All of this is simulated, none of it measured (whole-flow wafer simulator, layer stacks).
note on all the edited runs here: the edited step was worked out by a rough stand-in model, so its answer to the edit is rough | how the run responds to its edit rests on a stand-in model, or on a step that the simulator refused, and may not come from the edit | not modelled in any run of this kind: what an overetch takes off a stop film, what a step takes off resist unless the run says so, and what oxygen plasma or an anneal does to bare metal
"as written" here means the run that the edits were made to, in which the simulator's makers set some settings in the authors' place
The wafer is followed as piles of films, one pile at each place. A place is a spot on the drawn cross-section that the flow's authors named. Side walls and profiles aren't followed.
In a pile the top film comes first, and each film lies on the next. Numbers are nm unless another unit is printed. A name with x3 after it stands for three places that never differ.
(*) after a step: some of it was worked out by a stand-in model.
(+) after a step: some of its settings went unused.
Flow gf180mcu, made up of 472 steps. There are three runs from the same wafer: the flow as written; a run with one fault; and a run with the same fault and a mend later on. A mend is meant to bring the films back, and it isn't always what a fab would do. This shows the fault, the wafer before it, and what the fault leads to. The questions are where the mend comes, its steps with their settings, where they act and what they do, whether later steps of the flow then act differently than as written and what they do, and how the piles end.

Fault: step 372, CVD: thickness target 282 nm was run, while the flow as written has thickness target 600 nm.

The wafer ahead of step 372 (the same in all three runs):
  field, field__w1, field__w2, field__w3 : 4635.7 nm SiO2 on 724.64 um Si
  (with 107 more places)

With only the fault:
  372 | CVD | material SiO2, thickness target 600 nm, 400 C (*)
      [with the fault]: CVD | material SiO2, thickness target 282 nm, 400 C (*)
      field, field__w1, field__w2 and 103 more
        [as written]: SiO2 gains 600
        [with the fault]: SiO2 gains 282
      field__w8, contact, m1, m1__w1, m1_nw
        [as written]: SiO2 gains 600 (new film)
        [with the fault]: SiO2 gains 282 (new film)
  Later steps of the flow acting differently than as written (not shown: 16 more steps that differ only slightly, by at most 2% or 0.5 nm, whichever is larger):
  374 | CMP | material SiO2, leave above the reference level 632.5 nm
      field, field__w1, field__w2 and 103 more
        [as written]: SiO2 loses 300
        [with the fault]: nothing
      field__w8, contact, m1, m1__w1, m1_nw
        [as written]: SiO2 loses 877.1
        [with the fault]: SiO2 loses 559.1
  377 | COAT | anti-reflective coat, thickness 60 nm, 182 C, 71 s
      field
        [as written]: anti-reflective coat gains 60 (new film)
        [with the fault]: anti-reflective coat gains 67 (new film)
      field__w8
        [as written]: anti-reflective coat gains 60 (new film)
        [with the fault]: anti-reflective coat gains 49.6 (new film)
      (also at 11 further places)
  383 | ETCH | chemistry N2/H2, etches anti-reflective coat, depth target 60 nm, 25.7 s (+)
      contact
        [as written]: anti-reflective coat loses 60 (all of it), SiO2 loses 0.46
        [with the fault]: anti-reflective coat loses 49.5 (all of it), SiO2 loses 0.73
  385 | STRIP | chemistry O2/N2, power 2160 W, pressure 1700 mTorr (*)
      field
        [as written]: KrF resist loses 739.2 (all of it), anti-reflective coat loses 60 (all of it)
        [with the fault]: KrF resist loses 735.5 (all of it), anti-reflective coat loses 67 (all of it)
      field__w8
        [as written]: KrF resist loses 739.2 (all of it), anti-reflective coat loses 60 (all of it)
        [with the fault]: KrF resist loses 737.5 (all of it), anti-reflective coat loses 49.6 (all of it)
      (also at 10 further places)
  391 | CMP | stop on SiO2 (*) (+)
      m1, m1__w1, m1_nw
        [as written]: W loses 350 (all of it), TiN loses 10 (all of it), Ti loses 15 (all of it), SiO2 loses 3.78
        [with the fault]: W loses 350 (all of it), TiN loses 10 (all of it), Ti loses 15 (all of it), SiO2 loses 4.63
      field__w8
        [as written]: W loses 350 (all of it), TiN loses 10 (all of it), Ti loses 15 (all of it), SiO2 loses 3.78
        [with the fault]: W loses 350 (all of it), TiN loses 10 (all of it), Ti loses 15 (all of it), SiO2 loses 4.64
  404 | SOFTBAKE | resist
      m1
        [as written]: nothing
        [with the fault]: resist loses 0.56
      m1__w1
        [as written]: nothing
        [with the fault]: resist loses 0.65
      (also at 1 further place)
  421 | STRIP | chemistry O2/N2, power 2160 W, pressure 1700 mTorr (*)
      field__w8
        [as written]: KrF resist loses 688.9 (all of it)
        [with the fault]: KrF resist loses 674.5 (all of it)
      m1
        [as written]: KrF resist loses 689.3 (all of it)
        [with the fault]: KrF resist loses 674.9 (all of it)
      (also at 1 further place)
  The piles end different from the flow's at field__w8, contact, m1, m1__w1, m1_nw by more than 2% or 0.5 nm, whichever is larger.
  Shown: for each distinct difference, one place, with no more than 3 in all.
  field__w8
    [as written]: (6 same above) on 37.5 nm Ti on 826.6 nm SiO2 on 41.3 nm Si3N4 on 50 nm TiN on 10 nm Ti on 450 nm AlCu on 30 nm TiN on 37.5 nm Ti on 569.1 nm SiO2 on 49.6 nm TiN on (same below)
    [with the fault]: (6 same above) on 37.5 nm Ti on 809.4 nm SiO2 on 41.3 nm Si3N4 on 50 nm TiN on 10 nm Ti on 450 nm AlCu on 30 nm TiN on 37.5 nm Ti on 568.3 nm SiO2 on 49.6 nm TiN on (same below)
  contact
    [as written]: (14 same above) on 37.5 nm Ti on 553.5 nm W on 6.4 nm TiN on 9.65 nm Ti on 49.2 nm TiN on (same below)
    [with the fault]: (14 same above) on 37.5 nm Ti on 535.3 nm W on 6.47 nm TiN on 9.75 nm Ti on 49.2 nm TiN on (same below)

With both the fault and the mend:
  The mend stands after step 372.
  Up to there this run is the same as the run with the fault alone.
  372a | CVD | material SiO2, thickness target 318 nm, 400 C (*) (the flow's step 372 again, with other settings)
      field, field__w1, field__w2 and 108 more
        SiO2 gains 318
  None of the later steps of the flow acts differently than as written at any place that is followed.
  The piles end the same as the flow's at every place that both follow.
